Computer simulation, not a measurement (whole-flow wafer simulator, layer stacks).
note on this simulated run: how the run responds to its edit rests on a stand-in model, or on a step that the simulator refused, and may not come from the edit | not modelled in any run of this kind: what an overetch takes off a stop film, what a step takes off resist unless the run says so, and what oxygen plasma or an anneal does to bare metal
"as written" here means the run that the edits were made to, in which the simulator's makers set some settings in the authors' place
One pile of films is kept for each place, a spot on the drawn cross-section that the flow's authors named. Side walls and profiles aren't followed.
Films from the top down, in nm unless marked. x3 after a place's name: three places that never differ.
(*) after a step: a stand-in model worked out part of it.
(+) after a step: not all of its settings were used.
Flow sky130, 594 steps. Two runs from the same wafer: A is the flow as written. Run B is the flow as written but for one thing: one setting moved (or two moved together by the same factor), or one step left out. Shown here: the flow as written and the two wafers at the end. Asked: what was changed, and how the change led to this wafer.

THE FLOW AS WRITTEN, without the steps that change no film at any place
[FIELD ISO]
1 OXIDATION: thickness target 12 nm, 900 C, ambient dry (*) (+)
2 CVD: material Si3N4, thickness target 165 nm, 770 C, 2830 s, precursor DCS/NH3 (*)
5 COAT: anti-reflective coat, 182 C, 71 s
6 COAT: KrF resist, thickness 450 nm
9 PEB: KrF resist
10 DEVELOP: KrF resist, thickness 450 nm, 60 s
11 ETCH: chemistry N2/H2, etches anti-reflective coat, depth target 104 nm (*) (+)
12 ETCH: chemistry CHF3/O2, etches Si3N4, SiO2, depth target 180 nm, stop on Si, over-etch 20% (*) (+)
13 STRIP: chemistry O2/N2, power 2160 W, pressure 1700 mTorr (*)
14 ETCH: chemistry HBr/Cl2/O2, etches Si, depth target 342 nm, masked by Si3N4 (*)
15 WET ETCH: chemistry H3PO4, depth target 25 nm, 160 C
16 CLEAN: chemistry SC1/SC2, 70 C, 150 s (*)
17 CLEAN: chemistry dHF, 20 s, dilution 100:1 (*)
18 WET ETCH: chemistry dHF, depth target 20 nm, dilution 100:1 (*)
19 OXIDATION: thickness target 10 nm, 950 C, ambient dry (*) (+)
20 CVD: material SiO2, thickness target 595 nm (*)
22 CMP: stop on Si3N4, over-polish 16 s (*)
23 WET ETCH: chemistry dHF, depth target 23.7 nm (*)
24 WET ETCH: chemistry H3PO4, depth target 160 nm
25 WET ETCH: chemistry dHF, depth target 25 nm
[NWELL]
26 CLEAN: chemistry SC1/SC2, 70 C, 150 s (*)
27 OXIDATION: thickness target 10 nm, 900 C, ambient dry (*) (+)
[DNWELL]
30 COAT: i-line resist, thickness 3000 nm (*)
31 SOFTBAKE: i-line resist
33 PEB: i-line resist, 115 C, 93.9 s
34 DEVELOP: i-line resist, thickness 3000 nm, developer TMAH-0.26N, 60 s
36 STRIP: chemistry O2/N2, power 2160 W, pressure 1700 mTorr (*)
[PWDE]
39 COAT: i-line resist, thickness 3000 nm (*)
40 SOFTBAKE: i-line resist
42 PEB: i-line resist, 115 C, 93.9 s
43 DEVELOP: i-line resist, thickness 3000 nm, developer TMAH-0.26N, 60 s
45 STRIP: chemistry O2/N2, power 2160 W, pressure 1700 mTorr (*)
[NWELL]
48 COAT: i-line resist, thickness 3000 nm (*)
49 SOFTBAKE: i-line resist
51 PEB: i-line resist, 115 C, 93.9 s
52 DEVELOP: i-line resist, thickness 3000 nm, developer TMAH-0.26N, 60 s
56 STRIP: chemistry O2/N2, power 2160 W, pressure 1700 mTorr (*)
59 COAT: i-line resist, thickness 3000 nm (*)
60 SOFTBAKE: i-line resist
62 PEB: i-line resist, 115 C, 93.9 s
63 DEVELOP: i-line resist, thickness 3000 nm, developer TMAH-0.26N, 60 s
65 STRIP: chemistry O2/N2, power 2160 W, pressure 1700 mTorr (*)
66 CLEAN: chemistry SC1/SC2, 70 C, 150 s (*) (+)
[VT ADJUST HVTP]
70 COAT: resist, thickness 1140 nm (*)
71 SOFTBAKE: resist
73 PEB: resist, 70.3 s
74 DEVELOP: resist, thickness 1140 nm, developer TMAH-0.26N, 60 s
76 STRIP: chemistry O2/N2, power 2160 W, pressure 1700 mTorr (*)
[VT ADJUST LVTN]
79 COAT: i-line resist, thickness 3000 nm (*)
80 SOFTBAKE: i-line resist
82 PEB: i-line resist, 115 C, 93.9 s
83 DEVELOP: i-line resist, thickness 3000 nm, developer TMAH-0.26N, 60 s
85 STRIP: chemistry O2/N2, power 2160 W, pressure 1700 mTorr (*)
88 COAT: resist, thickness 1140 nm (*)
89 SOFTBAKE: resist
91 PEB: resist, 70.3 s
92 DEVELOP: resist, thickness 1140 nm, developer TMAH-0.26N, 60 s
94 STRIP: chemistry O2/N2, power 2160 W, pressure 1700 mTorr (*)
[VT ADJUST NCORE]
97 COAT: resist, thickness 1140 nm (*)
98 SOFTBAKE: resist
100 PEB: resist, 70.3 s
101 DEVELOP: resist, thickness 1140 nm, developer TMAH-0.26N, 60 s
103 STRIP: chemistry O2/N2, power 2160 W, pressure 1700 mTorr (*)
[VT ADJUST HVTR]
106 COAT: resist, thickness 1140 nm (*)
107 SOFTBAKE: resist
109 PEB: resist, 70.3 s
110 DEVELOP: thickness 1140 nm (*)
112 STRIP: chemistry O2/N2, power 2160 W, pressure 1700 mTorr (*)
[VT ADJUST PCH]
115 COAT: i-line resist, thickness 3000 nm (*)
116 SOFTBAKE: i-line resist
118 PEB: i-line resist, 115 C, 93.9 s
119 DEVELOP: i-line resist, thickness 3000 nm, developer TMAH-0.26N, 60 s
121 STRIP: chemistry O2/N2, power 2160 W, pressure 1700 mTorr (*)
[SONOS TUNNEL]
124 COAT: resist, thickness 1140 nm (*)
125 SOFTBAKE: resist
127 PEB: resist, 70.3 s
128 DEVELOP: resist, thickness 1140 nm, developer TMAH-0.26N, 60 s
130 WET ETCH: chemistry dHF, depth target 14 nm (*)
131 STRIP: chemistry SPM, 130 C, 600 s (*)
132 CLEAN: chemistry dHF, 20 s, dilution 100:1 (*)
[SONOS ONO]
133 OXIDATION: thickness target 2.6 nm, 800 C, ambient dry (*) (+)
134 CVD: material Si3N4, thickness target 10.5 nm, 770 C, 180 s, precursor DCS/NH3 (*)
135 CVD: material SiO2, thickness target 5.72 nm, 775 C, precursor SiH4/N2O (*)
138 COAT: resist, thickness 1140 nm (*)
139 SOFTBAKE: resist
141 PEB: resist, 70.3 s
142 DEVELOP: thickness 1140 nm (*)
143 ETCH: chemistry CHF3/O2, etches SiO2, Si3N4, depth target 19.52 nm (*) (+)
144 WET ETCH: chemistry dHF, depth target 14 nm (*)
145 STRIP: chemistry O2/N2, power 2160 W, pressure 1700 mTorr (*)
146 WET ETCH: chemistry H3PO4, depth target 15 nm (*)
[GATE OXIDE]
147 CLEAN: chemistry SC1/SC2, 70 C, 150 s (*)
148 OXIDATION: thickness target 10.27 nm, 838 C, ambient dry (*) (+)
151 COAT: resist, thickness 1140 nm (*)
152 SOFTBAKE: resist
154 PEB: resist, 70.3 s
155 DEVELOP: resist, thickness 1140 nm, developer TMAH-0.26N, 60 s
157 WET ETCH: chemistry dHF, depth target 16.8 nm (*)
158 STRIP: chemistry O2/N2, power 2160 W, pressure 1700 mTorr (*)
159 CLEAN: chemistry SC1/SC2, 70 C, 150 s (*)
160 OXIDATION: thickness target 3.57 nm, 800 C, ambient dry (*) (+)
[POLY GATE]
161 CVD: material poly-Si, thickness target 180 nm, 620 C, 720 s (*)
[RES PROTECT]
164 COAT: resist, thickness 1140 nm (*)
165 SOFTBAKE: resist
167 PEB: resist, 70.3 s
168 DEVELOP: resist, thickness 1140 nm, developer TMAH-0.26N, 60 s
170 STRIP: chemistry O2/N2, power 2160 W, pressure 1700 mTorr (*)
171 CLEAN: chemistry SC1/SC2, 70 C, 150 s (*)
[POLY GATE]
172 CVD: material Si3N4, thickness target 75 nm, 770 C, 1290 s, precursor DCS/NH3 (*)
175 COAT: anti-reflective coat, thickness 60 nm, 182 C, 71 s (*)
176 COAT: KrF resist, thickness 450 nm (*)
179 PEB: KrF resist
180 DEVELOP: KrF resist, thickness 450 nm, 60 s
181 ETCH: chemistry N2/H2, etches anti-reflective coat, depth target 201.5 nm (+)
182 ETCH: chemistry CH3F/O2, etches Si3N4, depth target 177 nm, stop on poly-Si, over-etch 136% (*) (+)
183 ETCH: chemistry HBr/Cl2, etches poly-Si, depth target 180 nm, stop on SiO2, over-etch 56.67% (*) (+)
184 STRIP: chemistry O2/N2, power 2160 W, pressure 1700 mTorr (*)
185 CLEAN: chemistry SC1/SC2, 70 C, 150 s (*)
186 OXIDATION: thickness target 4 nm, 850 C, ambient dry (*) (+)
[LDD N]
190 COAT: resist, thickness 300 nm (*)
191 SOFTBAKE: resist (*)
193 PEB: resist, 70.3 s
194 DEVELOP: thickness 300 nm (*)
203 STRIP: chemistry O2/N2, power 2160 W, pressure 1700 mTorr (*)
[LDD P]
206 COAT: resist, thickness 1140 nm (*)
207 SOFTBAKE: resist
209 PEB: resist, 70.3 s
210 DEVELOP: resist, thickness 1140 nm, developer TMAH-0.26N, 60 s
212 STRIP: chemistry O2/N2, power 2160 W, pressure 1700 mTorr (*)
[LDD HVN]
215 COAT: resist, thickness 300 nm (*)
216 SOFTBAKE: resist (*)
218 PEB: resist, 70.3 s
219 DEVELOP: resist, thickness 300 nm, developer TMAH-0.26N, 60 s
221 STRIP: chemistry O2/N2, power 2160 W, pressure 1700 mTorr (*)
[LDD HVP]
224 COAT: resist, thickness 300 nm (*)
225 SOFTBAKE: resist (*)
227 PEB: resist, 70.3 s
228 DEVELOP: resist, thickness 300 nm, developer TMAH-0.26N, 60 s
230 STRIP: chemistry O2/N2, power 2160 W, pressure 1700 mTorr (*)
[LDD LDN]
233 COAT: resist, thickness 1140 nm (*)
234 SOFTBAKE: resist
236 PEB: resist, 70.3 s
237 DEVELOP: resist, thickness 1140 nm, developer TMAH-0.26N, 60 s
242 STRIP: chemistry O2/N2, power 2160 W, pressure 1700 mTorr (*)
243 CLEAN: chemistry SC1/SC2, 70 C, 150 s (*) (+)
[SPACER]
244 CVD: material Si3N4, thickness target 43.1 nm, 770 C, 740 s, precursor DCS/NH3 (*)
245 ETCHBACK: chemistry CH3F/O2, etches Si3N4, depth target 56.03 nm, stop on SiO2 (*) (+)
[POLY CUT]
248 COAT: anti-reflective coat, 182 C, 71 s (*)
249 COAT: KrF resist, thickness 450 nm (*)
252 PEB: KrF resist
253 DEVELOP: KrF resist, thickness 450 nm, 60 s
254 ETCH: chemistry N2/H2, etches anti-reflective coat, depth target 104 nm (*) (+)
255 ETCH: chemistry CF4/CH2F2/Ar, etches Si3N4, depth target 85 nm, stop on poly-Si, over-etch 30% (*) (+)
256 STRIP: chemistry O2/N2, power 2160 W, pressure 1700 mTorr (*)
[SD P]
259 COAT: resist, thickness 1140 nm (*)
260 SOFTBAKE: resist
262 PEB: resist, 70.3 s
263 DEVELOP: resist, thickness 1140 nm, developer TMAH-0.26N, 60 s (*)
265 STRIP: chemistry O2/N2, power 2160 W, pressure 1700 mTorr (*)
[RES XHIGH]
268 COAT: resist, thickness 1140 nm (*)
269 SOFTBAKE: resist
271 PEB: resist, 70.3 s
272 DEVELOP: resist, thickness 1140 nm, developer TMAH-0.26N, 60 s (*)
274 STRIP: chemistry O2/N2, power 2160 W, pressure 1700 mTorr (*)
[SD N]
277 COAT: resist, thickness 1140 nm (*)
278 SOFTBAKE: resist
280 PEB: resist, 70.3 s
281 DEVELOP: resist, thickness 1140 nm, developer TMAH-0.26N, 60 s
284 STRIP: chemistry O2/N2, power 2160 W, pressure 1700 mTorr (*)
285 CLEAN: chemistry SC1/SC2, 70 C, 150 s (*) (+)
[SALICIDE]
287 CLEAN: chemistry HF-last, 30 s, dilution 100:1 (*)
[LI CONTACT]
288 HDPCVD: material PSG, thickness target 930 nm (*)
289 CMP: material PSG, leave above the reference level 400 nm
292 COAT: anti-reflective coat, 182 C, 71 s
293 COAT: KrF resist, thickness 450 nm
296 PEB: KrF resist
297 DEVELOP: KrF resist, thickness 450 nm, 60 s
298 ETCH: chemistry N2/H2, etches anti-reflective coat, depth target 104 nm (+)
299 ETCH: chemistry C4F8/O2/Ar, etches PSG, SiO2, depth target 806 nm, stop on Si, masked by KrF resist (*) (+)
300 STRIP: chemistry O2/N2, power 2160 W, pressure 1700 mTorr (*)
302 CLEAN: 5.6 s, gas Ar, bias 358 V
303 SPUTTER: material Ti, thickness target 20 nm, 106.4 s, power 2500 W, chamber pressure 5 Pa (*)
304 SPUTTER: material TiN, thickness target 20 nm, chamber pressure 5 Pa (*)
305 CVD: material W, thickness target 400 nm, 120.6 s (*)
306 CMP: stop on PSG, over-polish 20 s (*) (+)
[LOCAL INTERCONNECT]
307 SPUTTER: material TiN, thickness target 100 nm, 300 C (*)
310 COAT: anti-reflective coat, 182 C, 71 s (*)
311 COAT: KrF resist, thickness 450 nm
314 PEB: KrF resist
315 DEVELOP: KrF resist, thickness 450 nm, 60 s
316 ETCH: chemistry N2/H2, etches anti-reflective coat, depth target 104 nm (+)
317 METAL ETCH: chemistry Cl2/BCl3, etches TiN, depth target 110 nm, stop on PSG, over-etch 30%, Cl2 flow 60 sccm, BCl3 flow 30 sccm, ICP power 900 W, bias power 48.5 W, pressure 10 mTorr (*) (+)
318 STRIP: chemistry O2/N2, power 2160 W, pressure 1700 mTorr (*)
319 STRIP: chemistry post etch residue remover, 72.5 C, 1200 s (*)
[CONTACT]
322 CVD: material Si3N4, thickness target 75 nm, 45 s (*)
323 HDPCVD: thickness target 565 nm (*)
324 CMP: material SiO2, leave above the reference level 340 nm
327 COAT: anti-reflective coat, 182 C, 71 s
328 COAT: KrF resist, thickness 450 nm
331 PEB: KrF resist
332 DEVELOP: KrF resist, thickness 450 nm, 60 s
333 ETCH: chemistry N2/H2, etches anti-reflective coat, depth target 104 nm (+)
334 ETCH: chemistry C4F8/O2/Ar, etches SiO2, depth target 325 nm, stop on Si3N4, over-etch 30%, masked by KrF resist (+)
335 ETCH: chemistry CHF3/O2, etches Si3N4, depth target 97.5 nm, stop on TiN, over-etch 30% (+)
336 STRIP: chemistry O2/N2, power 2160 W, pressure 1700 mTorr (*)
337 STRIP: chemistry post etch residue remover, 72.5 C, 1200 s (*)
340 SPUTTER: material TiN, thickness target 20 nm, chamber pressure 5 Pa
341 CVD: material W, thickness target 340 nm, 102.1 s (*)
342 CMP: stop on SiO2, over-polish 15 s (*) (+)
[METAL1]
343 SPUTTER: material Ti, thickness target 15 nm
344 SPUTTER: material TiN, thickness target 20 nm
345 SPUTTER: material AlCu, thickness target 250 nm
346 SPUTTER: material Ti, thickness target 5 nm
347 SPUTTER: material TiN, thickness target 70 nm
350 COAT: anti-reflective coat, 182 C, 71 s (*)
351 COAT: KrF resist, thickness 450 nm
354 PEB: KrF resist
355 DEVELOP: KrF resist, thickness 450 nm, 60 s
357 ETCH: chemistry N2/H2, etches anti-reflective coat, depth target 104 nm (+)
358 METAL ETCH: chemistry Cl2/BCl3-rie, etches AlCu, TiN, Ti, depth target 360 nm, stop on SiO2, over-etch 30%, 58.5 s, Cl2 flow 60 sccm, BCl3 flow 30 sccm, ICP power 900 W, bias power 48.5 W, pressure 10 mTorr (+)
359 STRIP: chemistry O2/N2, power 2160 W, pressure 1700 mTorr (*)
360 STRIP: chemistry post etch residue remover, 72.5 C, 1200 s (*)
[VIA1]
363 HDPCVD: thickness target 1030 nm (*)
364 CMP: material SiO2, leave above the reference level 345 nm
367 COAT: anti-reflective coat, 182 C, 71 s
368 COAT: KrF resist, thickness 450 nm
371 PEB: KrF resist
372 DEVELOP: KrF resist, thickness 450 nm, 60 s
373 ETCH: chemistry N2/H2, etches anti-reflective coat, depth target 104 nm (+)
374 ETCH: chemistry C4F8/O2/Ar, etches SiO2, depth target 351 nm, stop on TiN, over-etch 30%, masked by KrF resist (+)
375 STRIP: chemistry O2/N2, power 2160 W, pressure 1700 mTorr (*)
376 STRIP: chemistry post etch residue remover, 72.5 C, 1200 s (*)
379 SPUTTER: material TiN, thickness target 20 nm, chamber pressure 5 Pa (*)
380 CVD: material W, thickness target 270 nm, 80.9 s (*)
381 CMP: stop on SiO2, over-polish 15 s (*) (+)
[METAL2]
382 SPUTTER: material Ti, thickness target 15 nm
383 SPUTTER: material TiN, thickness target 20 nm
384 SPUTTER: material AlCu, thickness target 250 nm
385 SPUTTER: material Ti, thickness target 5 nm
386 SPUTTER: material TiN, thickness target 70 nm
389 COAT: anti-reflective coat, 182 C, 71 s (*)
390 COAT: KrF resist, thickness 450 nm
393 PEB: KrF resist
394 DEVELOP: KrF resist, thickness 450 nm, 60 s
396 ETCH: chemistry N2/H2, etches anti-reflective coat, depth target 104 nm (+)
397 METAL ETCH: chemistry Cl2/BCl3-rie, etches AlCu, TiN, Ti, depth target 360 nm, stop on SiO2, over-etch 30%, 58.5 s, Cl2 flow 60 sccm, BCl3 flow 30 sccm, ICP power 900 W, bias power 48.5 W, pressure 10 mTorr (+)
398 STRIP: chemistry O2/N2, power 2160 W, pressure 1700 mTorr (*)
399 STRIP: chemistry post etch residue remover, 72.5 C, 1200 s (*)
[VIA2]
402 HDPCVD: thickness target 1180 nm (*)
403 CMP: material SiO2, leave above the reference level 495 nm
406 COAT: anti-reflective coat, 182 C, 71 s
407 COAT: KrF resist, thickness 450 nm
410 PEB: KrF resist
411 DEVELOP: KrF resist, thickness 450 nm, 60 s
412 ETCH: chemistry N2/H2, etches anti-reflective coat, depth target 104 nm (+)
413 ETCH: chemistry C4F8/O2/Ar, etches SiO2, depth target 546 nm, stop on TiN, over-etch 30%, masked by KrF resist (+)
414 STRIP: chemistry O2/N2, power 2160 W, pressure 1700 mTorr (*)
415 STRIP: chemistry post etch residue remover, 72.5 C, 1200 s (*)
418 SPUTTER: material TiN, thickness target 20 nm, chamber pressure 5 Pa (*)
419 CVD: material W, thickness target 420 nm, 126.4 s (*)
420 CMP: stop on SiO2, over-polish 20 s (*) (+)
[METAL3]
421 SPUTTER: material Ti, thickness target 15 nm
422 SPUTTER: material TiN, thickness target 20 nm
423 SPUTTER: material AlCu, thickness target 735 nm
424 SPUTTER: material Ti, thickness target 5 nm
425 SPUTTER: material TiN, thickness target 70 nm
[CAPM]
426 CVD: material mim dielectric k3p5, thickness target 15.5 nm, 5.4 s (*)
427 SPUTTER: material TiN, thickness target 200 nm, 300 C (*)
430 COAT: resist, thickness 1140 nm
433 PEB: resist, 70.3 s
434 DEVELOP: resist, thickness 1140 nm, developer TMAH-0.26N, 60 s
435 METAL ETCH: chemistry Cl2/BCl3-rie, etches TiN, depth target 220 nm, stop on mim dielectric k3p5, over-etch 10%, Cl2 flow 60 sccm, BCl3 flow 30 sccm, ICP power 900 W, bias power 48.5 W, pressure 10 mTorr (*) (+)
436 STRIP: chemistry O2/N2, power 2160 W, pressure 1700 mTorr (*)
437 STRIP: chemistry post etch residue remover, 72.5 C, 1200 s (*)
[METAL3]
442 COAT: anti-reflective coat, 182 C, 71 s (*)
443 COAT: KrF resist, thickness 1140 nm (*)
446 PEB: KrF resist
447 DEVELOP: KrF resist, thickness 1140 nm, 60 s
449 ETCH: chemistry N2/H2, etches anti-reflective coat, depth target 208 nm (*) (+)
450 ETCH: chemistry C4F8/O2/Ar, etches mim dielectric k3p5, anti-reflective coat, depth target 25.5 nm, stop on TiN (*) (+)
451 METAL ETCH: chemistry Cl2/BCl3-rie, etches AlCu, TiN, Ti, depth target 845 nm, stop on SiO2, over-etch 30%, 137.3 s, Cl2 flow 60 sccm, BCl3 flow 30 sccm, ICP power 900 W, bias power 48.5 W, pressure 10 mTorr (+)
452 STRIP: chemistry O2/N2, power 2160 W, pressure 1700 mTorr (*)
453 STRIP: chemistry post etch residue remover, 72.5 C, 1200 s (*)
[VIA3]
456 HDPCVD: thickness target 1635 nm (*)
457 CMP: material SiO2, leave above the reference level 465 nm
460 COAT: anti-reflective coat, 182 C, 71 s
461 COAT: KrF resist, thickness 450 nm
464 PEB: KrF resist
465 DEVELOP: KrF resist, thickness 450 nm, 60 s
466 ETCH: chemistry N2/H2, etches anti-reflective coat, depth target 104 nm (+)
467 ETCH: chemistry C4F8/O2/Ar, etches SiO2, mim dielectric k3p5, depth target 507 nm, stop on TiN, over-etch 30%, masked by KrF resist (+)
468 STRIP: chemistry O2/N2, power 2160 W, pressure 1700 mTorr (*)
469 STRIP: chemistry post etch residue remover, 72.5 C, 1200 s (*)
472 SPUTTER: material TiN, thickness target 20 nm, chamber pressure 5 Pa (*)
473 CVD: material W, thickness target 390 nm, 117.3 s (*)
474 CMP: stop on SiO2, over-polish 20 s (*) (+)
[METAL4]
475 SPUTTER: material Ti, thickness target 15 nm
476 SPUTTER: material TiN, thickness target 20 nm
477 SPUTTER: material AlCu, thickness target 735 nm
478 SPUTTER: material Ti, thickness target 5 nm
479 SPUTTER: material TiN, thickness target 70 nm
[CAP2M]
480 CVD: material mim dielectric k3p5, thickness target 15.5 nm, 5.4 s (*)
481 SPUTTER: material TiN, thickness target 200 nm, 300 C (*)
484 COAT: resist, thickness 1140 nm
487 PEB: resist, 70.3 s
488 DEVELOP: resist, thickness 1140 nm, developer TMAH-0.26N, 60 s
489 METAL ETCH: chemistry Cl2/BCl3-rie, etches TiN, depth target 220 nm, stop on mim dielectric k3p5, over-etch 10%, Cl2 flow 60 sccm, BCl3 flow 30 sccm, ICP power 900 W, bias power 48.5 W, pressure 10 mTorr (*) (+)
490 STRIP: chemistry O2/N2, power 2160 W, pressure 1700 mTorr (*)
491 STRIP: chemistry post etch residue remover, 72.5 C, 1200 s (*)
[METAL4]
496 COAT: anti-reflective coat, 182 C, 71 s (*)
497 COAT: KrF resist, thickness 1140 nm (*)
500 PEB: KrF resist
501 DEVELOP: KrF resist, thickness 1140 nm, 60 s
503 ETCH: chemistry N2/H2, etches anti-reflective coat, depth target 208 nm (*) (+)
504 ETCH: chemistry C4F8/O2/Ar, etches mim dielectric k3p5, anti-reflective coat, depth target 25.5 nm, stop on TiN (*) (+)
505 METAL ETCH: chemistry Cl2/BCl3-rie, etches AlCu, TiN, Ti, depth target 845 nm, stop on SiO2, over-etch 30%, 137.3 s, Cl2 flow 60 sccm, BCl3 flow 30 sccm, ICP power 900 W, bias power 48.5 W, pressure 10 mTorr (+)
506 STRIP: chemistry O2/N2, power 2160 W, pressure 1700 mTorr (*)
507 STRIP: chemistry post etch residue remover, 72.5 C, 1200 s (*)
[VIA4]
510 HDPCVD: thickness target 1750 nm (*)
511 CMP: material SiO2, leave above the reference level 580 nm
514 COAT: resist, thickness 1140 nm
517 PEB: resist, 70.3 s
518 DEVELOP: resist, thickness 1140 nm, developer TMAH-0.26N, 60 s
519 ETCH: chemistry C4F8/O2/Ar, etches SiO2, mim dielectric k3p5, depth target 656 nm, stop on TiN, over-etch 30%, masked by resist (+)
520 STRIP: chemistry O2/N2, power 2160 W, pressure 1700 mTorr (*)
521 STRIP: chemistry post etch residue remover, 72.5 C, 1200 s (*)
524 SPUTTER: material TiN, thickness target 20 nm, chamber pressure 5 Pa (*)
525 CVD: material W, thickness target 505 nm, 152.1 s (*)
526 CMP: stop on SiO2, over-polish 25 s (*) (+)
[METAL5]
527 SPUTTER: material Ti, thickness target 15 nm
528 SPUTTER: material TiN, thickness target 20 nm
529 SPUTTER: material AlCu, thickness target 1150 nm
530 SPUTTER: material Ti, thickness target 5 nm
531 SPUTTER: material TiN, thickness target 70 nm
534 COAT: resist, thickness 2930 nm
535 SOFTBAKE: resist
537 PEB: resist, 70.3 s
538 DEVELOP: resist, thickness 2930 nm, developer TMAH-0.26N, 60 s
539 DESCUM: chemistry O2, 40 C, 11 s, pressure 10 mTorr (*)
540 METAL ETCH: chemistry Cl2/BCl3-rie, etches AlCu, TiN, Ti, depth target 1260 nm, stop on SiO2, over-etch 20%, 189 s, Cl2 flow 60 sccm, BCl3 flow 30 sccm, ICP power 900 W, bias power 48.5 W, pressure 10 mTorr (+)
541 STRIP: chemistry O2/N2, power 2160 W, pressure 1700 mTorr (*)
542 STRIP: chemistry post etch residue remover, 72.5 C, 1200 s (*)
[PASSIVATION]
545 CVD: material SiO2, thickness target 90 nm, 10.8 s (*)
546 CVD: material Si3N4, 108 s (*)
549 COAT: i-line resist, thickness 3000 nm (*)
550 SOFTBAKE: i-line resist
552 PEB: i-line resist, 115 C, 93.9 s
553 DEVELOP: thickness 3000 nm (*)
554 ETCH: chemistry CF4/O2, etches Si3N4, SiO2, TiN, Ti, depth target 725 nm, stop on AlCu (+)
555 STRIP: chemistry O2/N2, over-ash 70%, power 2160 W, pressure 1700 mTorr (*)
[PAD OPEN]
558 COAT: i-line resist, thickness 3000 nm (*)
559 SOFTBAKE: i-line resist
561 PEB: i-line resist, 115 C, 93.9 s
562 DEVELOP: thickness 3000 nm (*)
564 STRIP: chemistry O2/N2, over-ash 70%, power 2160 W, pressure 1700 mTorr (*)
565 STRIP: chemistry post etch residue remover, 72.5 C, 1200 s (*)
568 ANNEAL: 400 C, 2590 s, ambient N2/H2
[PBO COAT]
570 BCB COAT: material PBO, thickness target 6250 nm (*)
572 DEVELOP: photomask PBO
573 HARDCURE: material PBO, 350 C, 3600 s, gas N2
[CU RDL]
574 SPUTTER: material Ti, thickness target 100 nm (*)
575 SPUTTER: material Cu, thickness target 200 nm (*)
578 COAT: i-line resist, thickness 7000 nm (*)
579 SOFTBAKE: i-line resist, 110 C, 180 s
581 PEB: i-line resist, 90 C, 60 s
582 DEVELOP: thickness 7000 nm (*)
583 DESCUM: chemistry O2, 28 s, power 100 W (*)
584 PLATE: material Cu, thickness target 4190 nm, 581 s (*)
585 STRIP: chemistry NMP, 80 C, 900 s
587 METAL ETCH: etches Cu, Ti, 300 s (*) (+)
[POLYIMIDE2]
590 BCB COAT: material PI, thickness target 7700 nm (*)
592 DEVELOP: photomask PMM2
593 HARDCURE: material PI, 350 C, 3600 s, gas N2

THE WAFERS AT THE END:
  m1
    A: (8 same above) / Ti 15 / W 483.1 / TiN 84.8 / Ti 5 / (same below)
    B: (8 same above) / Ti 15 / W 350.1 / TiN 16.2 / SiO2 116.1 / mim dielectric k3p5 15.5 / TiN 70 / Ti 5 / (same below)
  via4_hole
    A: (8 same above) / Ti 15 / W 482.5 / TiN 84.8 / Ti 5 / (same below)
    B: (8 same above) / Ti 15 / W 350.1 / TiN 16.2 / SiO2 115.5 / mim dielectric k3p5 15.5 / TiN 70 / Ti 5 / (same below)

The cause: step 519, ETCH: depth target 374 nm was run, where the flow has depth target 656 nm.

How the change led to this, step by step:
  519 ETCH: chemistry C4F8/O2/Ar, etches SiO2, mim dielectric k3p5, depth target 656 nm, stop on TiN, over-etch 30%, masked by resist (+)
      m1: A SiO2 -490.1 (all of it), mim dielectric k3p5 -15.5 (all of it) | B SiO2 -374
      via4_hole: A SiO2 -489.5 (all of it), mim dielectric k3p5 -15.5 (all of it) | B SiO2 -374
      (and at 191 more places)
  520 STRIP: chemistry O2/N2, power 2160 W, pressure 1700 mTorr (*)
      field, active, n_well and 188 more: A resist -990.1 (all of it) | B resist -1046.5 (all of it)
  524 SPUTTER: material TiN, thickness target 20 nm, chamber pressure 5 Pa (*)
      m1, via4_hole: A TiN +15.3 | B TiN +16.2 (new film)
  525 CVD: material W, thickness target 505 nm, 152.1 s (*)
      m1: A W +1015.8 (new film) | B W +686.1 (new film)
      via4_hole: A W +1015.2 (new film) | B W +687.7 (new film)
  526 CMP: stop on SiO2, over-polish 25 s (*) (+)
      m1: A W -532.7 | B W -335.9
      via4_hole: A W -532.7 | B W -337.6
Counting metal films that touch as one body, m1 has 3 bodies (between them, from the top down: SiO2 116.1 / mim dielectric k3p5 15.5; SiO2 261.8 / Si3N4 75); the flow as written gives 2 bodies (between them, from the top down: SiO2 261.8 / Si3N4 75).
Counting metal films that touch as one body, via4_hole has 2 bodies (between them, from the top down: SiO2 115.5 / mim dielectric k3p5 15.5); the flow as written gives 1 body.
